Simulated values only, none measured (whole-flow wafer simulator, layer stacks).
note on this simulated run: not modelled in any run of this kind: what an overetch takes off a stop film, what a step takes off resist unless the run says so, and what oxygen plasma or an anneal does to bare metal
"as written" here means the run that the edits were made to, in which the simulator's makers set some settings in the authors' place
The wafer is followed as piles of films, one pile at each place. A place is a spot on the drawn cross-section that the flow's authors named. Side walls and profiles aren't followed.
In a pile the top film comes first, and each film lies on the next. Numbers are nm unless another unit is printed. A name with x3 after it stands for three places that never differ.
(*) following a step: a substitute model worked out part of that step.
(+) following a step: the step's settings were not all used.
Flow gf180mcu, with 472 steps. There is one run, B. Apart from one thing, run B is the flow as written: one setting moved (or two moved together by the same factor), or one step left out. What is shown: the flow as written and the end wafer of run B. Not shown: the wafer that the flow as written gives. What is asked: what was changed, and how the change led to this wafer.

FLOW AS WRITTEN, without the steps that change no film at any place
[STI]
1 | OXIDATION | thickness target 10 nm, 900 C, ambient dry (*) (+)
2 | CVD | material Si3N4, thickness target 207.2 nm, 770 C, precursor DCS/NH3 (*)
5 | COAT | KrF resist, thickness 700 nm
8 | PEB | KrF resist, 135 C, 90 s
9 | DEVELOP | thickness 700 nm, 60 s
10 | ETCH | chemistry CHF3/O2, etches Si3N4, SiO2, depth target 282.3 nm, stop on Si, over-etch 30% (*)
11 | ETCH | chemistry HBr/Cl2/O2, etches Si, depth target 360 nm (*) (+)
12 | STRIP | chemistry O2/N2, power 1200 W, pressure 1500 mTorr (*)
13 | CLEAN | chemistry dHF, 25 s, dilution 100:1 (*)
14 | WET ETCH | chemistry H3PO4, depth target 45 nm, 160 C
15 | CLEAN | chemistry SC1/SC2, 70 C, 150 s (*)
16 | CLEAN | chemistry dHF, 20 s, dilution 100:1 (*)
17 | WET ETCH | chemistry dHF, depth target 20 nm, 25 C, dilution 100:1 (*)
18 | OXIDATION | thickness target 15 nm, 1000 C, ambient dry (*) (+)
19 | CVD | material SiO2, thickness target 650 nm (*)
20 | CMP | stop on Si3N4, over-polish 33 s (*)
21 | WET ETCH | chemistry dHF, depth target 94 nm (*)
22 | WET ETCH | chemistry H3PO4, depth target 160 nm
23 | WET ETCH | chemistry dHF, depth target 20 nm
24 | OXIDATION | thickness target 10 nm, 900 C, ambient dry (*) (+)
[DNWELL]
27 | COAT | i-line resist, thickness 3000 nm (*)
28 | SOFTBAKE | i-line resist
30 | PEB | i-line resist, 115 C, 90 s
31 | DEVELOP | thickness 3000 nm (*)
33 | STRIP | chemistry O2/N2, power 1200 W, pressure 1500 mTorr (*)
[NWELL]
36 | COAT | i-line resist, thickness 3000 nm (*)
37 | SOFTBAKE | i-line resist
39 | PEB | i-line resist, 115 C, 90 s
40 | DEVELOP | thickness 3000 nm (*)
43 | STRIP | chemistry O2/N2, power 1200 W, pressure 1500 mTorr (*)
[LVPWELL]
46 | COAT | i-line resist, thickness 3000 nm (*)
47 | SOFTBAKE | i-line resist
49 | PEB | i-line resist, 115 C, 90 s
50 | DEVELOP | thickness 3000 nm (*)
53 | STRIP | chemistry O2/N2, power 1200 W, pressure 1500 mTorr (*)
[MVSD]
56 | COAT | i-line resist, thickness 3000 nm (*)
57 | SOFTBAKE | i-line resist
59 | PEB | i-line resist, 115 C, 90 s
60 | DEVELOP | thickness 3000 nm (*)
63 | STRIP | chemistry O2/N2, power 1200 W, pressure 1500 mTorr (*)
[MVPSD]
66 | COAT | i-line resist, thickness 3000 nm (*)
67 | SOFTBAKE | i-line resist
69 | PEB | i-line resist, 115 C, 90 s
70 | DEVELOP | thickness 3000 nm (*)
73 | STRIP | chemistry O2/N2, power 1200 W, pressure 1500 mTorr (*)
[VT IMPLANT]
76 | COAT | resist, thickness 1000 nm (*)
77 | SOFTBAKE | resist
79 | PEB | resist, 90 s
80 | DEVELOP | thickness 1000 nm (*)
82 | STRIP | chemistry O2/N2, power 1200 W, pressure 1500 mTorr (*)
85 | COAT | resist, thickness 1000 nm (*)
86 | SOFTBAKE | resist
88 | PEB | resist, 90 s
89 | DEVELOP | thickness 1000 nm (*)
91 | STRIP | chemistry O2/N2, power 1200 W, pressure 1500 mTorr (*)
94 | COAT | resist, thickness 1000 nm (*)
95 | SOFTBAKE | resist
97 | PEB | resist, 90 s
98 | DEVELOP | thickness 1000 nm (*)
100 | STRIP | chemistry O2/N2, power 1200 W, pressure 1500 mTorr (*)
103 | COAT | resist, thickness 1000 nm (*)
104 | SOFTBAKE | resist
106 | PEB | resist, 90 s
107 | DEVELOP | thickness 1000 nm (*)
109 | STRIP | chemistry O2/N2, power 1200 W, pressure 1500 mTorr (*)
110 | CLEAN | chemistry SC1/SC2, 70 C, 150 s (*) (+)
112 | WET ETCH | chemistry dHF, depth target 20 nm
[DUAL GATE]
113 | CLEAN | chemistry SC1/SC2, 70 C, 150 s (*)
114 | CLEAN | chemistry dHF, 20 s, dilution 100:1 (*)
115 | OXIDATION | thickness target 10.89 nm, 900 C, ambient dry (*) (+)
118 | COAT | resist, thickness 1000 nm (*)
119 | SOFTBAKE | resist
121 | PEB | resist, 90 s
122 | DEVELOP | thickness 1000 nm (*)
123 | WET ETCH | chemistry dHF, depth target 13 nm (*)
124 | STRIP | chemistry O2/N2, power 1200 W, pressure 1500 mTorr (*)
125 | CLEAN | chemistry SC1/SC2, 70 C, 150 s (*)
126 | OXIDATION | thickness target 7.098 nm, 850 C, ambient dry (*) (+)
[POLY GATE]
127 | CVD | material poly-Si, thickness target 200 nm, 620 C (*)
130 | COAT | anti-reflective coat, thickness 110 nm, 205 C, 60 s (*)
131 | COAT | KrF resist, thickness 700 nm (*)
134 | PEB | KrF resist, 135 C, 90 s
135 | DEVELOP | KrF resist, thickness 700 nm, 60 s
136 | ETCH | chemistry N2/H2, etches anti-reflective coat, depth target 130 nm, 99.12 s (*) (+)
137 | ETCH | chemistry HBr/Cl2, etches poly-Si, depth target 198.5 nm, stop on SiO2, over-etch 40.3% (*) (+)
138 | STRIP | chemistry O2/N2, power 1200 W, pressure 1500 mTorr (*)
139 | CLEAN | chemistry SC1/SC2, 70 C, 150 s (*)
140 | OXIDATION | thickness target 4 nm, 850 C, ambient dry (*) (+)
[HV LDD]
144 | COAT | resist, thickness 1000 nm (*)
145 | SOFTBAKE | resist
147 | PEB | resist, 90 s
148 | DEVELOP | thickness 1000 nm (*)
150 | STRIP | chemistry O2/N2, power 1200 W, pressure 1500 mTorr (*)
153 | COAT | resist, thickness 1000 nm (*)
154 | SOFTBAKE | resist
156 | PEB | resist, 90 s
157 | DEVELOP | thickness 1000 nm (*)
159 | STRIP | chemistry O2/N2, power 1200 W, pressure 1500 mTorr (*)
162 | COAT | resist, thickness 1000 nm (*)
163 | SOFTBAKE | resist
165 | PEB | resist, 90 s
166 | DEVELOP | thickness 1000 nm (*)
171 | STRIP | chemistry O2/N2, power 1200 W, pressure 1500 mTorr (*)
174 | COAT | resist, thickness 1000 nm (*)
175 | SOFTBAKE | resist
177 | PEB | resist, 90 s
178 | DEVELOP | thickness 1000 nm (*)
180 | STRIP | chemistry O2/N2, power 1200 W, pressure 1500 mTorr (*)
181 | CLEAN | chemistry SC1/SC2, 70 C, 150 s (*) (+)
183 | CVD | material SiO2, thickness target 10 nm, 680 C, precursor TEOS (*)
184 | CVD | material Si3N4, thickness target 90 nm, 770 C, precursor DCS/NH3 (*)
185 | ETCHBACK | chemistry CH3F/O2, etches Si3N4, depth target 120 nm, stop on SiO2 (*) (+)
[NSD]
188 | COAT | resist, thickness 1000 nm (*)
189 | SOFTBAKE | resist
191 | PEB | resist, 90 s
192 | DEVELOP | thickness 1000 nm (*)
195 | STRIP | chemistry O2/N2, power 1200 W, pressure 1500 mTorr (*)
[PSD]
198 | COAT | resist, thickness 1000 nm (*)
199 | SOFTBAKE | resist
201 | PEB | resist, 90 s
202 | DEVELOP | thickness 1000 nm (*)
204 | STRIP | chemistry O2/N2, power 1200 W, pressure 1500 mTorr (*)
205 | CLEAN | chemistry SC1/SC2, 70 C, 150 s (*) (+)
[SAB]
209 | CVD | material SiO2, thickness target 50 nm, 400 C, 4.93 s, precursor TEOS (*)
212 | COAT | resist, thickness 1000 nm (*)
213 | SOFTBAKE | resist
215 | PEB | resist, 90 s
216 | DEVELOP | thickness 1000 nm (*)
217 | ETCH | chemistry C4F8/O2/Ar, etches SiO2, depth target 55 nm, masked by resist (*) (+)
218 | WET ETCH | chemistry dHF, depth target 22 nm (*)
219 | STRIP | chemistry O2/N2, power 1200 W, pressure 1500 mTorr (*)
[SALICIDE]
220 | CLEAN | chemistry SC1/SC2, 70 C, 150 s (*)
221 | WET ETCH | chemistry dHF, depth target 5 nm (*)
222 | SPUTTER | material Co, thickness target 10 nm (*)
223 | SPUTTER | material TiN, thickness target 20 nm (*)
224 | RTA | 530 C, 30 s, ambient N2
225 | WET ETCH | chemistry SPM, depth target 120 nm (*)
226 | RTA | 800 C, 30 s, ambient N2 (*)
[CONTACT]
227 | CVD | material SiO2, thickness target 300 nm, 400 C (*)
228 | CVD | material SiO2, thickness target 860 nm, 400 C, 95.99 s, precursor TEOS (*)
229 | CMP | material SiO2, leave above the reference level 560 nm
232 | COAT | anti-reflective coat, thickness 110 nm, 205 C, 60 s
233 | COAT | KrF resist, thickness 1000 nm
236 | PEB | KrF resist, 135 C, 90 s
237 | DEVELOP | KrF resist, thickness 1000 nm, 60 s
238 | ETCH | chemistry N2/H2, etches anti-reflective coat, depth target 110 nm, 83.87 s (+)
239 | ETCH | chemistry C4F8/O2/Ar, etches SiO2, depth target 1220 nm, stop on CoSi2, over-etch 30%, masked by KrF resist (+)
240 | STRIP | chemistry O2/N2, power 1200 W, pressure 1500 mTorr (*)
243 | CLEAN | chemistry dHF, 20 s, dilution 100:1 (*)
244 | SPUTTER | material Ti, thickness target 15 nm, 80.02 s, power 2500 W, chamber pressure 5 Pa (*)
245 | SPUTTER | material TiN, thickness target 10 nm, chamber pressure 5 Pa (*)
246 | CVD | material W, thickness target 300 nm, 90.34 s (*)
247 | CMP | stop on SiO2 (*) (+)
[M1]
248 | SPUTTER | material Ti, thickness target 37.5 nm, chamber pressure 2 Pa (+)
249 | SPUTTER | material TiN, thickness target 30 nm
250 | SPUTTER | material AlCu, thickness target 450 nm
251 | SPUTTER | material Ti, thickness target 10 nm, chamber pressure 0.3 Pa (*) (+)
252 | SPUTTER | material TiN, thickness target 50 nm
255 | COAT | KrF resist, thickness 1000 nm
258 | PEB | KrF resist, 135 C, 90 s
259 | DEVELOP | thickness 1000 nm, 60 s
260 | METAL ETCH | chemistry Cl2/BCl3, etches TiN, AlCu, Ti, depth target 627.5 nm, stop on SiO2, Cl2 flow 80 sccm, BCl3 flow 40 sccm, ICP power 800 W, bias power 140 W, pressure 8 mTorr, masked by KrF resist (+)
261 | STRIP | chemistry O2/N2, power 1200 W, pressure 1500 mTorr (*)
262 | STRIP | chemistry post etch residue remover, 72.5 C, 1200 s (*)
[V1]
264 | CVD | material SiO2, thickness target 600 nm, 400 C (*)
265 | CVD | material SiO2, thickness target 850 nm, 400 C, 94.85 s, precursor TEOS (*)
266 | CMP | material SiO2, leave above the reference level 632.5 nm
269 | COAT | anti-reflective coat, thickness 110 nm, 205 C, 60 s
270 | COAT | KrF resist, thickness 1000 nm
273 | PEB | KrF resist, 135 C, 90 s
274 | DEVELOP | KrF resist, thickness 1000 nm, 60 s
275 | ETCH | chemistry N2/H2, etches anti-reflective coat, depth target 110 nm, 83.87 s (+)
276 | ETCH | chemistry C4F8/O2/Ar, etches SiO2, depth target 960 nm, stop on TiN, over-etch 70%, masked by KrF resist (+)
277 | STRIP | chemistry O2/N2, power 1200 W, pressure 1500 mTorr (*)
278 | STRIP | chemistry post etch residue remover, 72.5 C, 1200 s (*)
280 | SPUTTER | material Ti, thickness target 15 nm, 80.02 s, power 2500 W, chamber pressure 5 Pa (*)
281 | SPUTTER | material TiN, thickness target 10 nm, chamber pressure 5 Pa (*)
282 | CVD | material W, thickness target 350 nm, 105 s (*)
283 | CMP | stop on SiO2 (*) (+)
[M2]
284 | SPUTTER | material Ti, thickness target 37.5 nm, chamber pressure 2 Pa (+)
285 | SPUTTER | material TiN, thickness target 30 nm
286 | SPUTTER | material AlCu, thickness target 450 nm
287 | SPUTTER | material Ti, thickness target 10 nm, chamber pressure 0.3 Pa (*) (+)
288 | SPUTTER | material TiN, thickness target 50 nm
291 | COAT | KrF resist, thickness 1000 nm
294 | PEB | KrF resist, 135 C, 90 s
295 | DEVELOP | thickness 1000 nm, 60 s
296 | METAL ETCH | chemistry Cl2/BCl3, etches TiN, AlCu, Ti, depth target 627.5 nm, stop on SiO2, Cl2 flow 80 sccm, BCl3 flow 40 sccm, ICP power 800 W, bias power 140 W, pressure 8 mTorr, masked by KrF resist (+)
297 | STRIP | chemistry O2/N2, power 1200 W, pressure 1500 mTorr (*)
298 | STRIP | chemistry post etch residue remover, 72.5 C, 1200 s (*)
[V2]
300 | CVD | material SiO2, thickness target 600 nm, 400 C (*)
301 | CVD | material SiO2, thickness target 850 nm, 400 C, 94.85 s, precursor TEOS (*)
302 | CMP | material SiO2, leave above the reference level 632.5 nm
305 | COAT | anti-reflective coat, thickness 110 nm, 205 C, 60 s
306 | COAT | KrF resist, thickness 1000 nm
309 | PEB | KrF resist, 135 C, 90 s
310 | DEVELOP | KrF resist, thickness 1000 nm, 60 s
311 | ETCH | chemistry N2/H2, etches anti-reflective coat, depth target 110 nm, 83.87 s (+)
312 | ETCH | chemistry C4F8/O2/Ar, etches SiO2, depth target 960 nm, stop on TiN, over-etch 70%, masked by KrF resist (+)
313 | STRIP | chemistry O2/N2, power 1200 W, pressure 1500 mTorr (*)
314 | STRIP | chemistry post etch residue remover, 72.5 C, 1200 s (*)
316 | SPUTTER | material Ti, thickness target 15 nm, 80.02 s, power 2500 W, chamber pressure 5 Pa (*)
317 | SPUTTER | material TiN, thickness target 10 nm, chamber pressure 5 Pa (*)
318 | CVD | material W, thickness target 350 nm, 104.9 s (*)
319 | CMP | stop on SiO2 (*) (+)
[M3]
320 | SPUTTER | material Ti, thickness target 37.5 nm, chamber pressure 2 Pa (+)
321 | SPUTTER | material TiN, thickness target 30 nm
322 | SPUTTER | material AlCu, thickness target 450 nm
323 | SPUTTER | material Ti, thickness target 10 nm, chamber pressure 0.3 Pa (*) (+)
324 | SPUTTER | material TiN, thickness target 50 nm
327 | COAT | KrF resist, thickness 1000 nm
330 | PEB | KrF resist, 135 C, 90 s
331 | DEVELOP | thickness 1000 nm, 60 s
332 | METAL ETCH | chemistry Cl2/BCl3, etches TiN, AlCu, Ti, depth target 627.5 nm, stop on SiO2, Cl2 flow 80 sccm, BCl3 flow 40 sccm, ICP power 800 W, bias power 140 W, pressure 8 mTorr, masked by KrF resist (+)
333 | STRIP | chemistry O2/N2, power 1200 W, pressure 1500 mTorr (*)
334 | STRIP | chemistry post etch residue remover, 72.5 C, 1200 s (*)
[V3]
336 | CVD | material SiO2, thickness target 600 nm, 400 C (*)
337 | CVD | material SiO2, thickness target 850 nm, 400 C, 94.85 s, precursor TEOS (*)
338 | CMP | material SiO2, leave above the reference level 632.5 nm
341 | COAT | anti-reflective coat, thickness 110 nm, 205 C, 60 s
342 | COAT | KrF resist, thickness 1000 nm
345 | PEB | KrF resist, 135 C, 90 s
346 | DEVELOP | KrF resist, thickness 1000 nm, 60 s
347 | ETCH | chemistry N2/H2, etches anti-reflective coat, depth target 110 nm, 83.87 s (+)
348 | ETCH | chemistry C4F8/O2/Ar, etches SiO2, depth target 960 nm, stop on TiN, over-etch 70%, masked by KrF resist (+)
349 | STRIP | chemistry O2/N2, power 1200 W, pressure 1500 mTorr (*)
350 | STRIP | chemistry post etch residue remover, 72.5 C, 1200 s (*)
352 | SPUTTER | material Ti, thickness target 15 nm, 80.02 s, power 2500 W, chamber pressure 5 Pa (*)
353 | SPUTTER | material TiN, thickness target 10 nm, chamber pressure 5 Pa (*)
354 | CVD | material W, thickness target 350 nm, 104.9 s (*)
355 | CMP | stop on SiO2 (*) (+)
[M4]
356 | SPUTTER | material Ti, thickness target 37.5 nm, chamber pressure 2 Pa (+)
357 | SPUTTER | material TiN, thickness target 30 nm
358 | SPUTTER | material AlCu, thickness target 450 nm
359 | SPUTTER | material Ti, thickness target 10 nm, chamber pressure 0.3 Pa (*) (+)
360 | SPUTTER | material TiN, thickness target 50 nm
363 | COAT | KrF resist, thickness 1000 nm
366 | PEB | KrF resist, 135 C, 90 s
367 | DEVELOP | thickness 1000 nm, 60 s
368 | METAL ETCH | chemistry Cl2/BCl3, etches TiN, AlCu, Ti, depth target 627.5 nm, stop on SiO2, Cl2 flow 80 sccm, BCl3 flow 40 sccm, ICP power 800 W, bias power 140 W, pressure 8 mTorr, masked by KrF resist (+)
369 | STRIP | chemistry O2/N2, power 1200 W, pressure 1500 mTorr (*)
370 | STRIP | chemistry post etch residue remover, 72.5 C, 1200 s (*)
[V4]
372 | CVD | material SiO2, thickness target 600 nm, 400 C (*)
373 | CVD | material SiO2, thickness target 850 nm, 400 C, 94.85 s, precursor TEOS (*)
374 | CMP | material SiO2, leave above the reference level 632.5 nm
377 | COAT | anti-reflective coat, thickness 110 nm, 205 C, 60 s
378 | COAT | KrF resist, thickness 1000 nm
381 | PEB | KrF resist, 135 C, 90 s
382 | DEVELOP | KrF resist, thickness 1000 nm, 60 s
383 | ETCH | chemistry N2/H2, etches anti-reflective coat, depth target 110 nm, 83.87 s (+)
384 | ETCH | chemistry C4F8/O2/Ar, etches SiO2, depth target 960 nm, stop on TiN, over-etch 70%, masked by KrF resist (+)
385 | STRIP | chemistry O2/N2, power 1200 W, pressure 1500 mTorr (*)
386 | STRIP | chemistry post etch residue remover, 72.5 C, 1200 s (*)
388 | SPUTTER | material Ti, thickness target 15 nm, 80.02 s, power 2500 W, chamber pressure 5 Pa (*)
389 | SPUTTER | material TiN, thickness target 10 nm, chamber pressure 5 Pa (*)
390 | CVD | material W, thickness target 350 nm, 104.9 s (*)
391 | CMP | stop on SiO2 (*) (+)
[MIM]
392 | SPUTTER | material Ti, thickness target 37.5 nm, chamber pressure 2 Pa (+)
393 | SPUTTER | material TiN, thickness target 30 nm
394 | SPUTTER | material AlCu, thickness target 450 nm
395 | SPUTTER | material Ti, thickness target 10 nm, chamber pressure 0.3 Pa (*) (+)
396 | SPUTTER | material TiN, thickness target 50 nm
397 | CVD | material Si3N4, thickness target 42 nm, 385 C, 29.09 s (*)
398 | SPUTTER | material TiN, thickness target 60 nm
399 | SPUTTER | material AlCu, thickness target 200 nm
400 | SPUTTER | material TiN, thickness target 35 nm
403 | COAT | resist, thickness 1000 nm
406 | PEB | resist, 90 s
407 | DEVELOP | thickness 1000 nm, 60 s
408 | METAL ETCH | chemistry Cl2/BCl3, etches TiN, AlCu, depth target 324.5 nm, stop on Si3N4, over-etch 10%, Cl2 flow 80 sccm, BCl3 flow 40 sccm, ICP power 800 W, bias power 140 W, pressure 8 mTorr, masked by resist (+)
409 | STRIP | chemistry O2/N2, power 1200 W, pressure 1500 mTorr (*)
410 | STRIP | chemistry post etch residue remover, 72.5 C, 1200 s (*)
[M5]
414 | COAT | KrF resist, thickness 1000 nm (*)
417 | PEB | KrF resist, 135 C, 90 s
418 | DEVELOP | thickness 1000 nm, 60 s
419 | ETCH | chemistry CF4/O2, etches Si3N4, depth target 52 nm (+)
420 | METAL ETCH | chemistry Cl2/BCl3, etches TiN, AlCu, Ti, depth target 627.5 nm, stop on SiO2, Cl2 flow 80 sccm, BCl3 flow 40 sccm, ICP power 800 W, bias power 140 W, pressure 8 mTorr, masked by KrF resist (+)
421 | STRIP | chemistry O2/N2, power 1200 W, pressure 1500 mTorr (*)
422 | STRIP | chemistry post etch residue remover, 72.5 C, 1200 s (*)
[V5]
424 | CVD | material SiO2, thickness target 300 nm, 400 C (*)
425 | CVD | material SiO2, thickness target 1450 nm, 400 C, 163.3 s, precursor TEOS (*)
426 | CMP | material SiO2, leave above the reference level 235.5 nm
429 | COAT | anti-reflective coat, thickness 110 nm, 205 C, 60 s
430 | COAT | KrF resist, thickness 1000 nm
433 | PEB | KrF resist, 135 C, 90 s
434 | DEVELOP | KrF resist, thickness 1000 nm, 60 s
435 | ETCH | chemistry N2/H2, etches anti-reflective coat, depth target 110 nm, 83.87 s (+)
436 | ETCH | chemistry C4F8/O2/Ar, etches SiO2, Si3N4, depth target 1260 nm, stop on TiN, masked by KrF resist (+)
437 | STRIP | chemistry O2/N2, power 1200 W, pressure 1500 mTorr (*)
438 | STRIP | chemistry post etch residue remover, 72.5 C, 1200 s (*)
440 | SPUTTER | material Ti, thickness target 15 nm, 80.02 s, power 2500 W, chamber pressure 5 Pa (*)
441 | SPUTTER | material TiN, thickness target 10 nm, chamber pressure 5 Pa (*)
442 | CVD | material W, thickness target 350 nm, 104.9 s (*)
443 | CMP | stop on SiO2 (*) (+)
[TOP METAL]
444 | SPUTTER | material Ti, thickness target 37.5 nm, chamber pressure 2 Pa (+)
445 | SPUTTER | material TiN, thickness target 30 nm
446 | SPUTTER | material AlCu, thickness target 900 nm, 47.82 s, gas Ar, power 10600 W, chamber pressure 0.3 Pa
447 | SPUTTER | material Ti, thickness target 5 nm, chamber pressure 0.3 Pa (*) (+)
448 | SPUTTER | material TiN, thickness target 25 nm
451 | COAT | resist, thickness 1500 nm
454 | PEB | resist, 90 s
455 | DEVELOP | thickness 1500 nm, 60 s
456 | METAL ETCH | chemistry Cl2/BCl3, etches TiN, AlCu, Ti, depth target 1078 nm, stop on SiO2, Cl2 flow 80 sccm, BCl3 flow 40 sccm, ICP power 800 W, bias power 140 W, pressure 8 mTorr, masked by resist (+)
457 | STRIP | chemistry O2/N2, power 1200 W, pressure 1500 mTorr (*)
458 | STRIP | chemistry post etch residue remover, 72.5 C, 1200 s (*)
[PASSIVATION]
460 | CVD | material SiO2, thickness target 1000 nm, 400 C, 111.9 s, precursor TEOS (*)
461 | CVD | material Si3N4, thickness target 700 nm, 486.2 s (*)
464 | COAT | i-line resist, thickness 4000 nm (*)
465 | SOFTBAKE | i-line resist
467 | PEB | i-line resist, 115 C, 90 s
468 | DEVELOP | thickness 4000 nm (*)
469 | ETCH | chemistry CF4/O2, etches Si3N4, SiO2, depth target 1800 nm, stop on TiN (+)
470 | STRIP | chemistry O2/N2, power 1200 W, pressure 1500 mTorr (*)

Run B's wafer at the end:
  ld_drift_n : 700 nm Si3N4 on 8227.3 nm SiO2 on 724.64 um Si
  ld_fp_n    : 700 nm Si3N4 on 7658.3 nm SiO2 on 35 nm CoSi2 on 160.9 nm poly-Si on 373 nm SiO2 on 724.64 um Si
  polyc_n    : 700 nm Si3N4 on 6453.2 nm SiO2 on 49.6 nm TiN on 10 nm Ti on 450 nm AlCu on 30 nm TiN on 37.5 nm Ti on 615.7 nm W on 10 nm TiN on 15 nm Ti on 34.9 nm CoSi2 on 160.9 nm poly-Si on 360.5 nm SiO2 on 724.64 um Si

What caused this: step 23, WET ETCH: depth target 26.18 nm was run, though the flow has depth target 20 nm.

How this came from the change, step by step:
  23 | WET ETCH | chemistry dHF, depth target 20 nm
      field, field_sub, sti and 34 more: SiO2 loses 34 (in the flow as written it would be: SiO2 loses 26)
  28 | SOFTBAKE | i-line resist
      field: i-line resist gains 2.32 (in the flow as written it would be: i-line resist gains 3.04)
      field_sub: i-line resist gains 1.96 (in the flow as written it would be: i-line resist gains 2.58)
      (as well as at 33 more places)
  37 | SOFTBAKE | i-line resist
      field: i-line resist gains 2.32 (in the flow as written it would be: i-line resist gains 3.04)
      field_sub: i-line resist gains 1.96 (in the flow as written it would be: i-line resist gains 2.58)
      (as well as at 33 more places)
  47 | SOFTBAKE | i-line resist
      field: i-line resist gains 2.32 (in the flow as written it would be: i-line resist gains 3.04)
      field_sub: i-line resist gains 1.96 (in the flow as written it would be: i-line resist gains 2.58)
      (as well as at 33 more places)
  57 | SOFTBAKE | i-line resist
      field: i-line resist gains 2.32 (in the flow as written it would be: i-line resist gains 3.04)
      field_sub: i-line resist gains 1.96 (in the flow as written it would be: i-line resist gains 2.58)
      (as well as at 33 more places)
  67 | SOFTBAKE | i-line resist
      field: i-line resist gains 2.32 (in the flow as written it would be: i-line resist gains 3.04)
      field_sub: i-line resist gains 1.96 (in the flow as written it would be: i-line resist gains 2.58)
      (as well as at 33 more places)
  130 | COAT | anti-reflective coat, thickness 110 nm, 205 C, 60 s (*)
      p_well, spacer, sd_n: anti-reflective coat gains 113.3 (new film) (in the flow as written it would be: anti-reflective coat gains 121 (new film))
      field__w1: anti-reflective coat gains 104.3 (new film) (in the flow as written it would be: anti-reflective coat gains 99.6 (new film))
      (as well as at 62 more places)
  136 | ETCH | chemistry N2/H2, etches anti-reflective coat, depth target 130 nm, 99.12 s (*) (+)
      p_well, spacer, sd_n: anti-reflective coat loses 113.3 (all of it), poly-Si loses 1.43 (in the flow as written it would be: anti-reflective coat loses 121 (all of it), poly-Si loses 1.23)
      field__w1: anti-reflective coat loses 104.3 (all of it), poly-Si loses 1.66 (in the flow as written it would be: anti-reflective coat loses 99.6 (all of it), poly-Si loses 1.78)
      (as well as at 44 more places)
  138 | STRIP | chemistry O2/N2, power 1200 W, pressure 1500 mTorr (*)
      gate: chemical SiO2 gains 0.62 (new film), KrF resist loses 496 (all of it), anti-reflective coat loses 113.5 (all of it), poly-Si loses 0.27 (in the flow as written it would be: chemical SiO2 gains 0.62 (new film), KrF resist loses 496.5 (all of it), anti-reflective coat loses 117 (all of it), poly-Si loses 0.27)
      gate_p: chemical SiO2 gains 0.62 (new film), KrF resist loses 495.9 (all of it), anti-reflective coat loses 113.4 (all of it), poly-Si loses 0.27 (in the flow as written it would be: chemical SiO2 gains 0.62 (new film), KrF resist loses 496.2 (all of it), anti-reflective coat loses 117 (all of it), poly-Si loses 0.27)
      (as well as at 16 more places)
  145 | SOFTBAKE | resist
      field: resist gains 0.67 (in the flow as written it would be: nothing)
  154 | SOFTBAKE | resist
      field: resist gains 0.67 (in the flow as written it would be: nothing)
  163 | SOFTBAKE | resist
      field: resist gains 0.67 (in the flow as written it would be: nothing)
  175 | SOFTBAKE | resist
      field: resist gains 0.67 (in the flow as written it would be: nothing)
  189 | SOFTBAKE | resist
      nw_enc_fld_lv__w3: resist loses 0.53 (in the flow as written it would be: resist gains 0.35)
      active_hv: resist gains 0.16 (in the flow as written it would be: resist gains 0.78)
  199 | SOFTBAKE | resist
      nw_enc_fld_lv__w3: resist loses 0.53 (in the flow as written it would be: resist gains 0.35)
      active_hv: resist gains 0.16 (in the flow as written it would be: resist gains 0.78)
  218 | WET ETCH | chemistry dHF, depth target 22 nm (*)
      sd_p_hv: SiO2 loses 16 (all of it) (in the flow as written it would be: SiO2 loses 15.2 (all of it))
  ... 2 other steps ...
  229 | CMP | material SiO2, leave above the reference level 560 nm
      ldn_sep__w1, ldn_sep__w2, ldn_dft and 8 more: SiO2 loses 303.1 (in the flow as written it would be: SiO2 loses 311.1)
      sti, mim_1p0, pad, dice_street, iso_nw_fld, iso_fld_sub: SiO2 loses 289 (in the flow as written it would be: SiO2 loses 297)
      (as well as at 38 more places)
